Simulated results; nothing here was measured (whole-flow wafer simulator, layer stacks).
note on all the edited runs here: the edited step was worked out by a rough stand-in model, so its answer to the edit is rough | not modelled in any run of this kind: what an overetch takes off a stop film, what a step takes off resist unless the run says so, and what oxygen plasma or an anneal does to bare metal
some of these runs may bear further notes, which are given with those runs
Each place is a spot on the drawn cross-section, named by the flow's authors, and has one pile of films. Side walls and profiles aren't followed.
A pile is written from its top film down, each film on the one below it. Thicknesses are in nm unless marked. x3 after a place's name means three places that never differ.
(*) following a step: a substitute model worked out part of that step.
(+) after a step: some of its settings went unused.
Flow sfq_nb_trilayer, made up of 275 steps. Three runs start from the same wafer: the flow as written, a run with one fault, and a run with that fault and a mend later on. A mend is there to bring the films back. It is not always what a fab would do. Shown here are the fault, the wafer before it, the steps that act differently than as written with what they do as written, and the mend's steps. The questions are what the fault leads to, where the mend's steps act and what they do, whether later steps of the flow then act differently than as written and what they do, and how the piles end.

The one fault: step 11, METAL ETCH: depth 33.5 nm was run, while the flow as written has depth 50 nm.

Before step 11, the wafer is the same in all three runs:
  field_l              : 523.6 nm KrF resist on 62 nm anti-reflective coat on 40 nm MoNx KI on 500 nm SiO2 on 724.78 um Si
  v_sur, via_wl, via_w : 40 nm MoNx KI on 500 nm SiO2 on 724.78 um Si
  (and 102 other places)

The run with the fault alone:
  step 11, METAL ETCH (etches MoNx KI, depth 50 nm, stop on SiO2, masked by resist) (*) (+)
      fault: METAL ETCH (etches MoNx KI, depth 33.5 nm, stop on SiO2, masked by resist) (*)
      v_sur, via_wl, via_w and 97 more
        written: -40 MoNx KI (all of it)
        fault: -33.5 MoNx KI
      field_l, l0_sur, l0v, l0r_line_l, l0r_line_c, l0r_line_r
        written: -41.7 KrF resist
        fault: -27.9 KrF resist
  Later steps of the flow acting differently than as written (8 other steps are not shown; they differ only slightly, by no more than 2% or 0.5 nm, whichever is larger):
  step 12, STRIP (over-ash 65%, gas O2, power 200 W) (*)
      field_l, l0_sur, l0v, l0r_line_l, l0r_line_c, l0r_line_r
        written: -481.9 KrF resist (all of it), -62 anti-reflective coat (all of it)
        fault: -495.6 KrF resist (all of it), -62 anti-reflective coat (all of it)
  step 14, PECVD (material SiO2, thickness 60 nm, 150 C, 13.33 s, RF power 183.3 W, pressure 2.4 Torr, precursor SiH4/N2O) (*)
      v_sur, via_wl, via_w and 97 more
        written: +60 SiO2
        fault: +60 SiO2 (new film)
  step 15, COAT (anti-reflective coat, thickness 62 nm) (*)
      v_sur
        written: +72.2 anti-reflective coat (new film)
        fault: +70.6 anti-reflective coat (new film)
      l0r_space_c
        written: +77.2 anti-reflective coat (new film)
        fault: +74.8 anti-reflective coat (new film)
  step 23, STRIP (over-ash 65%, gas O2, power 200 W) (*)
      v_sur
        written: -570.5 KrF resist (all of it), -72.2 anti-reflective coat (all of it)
        fault: -568.6 KrF resist (all of it), -70.6 anti-reflective coat (all of it)
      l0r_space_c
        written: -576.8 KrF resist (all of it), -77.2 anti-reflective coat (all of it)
        fault: -573.9 KrF resist (all of it), -74.8 anti-reflective coat (all of it)
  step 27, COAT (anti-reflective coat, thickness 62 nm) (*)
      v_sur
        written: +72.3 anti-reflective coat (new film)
        fault: +70.7 anti-reflective coat (new film)
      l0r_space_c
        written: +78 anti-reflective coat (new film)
        fault: +75.3 anti-reflective coat (new film)
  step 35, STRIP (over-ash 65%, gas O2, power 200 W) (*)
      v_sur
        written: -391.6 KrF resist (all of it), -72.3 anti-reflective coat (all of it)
        fault: -390 KrF resist (all of it), -70.7 anti-reflective coat (all of it)
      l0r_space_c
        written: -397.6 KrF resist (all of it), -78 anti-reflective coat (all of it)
        fault: -395.1 KrF resist (all of it), -75.3 anti-reflective coat (all of it)
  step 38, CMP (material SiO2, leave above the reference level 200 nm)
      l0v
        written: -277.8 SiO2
        fault: -271.3 SiO2
  At v_sur, via_wl, via_w and 97 more, the piles at the end differ from the flow's by more than 2% or 0.5 nm, whichever is larger.
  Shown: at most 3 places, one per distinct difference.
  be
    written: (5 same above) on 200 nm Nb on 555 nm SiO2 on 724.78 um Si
    fault: (5 same above) on 200 nm Nb on 55 nm SiO2 on 6.5 nm MoNx KI on 500 nm SiO2 on 724.78 um Si
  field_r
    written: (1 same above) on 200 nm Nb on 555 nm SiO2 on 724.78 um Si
    fault: (1 same above) on 200 nm Nb on 55 nm SiO2 on 6.5 nm MoNx KI on 500 nm SiO2 on 724.78 um Si
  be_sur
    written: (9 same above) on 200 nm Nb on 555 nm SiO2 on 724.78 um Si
    fault: (9 same above) on 200 nm Nb on 55 nm SiO2 on 6.5 nm MoNx KI on 500 nm SiO2 on 724.78 um Si

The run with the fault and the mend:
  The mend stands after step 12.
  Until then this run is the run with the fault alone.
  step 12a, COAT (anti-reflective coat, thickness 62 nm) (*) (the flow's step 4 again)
      p4_fl x3, p4_w1 x9, p4_g1 x2 and 59 more
        +62 anti-reflective coat (new film)
      be_sur, gap, jj_sur and 8 more
        +63.4 anti-reflective coat (new film)
      wire, be, moat, field_r, lsp_l
        +63.5 anti-reflective coat (new film)
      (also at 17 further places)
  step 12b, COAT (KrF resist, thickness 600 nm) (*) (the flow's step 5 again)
      p4_fl x3, p4_w1 x9, p4_g1 x2 and 59 more
        +600 KrF resist (new film)
      ce_l, c5j, ce_r, sp_r, be_r, r_sur
        +605.6 KrF resist (new film)
      gap, jj_sur, res
        +605.7 KrF resist (new film)
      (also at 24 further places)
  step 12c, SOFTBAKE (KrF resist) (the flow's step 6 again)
      leaves every film unchanged at each place that is followed
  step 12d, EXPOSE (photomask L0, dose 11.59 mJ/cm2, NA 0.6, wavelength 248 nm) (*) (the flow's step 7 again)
      leaves every film unchanged at each place that is followed
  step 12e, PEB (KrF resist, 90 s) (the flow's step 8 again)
      p4_fl x3, p4_w1 x9, p4_g1 x2 and 62 more
        -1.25 KrF resist
      v_sur, via_w, via_wr and 22 more
        -1.27 KrF resist
      field_l, l0_sur, l0v
        -1.24 KrF resist
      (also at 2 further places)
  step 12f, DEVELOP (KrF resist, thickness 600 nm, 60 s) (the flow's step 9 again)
      p4_fl x3, p4_w1 x9, p4_g1 x2 and 59 more
        -598.7 KrF resist (all of it)
      gap, jj_sur, ce_l and 6 more
        -604.4 KrF resist (all of it)
      field_l, l0_sur, l0v, l0r_line_l, l0r_line_c, l0r_line_r
        -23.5 KrF resist
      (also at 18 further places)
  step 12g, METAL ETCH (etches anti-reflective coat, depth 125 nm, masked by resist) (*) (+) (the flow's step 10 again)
      p4_fl x3, p4_w1 x9, p4_g1 x2 and 59 more
        -62 anti-reflective coat (all of it)
      be_sur, gap, jj_sur and 8 more
        -63.4 anti-reflective coat (all of it)
      field_l, l0_sur, l0v, l0r_line_l, l0r_line_c, l0r_line_r
        -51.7 KrF resist
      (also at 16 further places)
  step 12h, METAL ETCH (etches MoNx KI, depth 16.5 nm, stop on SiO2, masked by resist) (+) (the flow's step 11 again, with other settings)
      v_sur, via_wl, via_w and 97 more
        -6.5 MoNx KI (all of it)
      field_l, l0_sur, l0v, l0r_line_l, l0r_line_c, l0r_line_r
        -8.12 KrF resist
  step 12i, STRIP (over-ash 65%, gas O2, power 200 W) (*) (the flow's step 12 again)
      l0r_line_l, l0r_line_c, l0r_line_r
        -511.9 KrF resist (all of it), -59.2 anti-reflective coat (all of it)
      field_l
        -507.7 KrF resist (all of it), -57.2 anti-reflective coat (all of it)
      l0_sur
        -509.1 KrF resist (all of it), -54.8 anti-reflective coat (all of it)
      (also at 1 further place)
  Every later step of the flow that is run acts as written at every place that is followed.
  The piles end the same as the flow's at every place that both follow.
